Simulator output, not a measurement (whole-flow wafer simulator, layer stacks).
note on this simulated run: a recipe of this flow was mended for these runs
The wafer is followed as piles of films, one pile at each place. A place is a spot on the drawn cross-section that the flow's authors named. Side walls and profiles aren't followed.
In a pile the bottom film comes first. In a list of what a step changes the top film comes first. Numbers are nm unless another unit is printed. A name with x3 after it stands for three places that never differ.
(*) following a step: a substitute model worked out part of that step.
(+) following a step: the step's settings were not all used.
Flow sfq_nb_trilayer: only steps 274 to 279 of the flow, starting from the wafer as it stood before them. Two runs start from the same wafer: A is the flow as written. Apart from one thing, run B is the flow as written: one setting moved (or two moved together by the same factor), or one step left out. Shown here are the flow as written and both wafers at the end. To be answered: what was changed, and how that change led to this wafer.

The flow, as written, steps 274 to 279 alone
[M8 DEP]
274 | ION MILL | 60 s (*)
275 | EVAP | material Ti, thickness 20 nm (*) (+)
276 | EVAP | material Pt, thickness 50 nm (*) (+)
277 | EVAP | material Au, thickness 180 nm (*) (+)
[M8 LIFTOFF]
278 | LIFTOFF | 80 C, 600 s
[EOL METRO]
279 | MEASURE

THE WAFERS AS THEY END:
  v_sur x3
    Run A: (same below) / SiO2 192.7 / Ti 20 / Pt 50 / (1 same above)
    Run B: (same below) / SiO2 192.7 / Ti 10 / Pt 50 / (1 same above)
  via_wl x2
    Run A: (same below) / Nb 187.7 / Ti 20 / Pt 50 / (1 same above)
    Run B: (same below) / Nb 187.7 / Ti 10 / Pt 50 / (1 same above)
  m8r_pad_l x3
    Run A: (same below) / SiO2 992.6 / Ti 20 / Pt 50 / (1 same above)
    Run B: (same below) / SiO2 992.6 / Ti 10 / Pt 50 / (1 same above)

The reason: step 275, EVAP: thickness 10 nm was run, though the flow has thickness 20 nm.
The wafer lets one read it off: v_sur x3 has Ti 10, and step 275 as written asks for 20 nm.

How this came from the change, step by step:
  275 | EVAP | material Ti, thickness 20 nm (*) (+)
      field_l, v_sur x3, via_wl x2 and 100 more: A +20 Ti (new film) | B +10 Ti (new film)
  278 | LIFTOFF | 80 C, 600 s
      p4_fl x5, p4_w1 x9, p3_s0 x11 and 49 more: A -180 Au (all of it), -50 Pt (all of it), -20 Ti (all of it), -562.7 KrF-resist-other-grade (all of it), -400 lift-off-underlayer (all of it) | B -180 Au (all of it), -50 Pt (all of it), -10 Ti (all of it), -562.7 KrF-resist-other-grade (all of it), -400 lift-off-underlayer (all of it)
      r_sur, res, r_end: A -180 Au (all of it), -50 Pt (all of it), -20 Ti (all of it), -559.9 KrF-resist-other-grade (all of it), -399.5 lift-off-underlayer (all of it) | B -180 Au (all of it), -50 Pt (all of it), -10 Ti (all of it), -559.9 KrF-resist-other-grade (all of it), -399.5 lift-off-underlayer (all of it)
      (and at 18 other places as well)
